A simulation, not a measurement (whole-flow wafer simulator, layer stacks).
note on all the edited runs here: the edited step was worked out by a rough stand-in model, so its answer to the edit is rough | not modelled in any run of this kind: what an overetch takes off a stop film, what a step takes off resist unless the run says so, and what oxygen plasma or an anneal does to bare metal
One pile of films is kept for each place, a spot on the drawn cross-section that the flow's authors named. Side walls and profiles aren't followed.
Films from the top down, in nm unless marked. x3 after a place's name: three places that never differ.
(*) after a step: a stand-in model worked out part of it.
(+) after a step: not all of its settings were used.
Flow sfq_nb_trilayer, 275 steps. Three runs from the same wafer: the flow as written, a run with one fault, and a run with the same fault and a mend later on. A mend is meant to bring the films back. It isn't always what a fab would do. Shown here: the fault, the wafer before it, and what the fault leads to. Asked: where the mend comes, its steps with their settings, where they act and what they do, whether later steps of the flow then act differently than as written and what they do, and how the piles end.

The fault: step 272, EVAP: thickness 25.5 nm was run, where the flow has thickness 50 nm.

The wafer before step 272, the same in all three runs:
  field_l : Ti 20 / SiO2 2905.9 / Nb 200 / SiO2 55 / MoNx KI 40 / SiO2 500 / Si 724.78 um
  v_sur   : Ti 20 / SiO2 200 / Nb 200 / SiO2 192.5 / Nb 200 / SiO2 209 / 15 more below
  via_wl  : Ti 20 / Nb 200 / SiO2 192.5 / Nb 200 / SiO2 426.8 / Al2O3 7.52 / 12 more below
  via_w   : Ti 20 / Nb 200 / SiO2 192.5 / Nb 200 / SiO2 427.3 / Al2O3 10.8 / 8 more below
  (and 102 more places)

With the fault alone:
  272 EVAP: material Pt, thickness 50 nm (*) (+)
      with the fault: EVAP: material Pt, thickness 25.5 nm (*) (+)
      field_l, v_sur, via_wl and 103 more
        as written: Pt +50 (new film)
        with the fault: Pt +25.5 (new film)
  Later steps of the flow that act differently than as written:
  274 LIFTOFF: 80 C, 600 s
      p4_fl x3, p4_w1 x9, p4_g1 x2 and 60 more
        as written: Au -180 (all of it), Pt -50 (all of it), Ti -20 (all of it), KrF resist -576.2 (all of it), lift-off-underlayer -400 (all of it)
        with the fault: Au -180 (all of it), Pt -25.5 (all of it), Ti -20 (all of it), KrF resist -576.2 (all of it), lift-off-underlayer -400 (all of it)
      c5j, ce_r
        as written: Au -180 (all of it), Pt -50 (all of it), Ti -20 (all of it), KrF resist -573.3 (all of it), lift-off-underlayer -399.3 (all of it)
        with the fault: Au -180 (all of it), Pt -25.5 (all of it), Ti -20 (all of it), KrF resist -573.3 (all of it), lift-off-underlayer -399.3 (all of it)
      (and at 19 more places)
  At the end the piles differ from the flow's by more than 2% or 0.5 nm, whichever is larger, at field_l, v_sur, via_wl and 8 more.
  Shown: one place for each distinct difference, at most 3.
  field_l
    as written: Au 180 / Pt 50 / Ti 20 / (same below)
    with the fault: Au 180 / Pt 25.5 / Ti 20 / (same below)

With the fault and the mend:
  The mend comes after step 272.
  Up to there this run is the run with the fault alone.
  272a EVAP: material Pt, thickness 24.5 nm (*) (+) (the flow's step 272 once more, with other settings)
      field_l, v_sur, via_wl and 103 more
        Pt +24.5
  No later step of the flow acts differently than as written at any place that is followed.
  At the end the piles are the same as the flow's at every place that both follow.
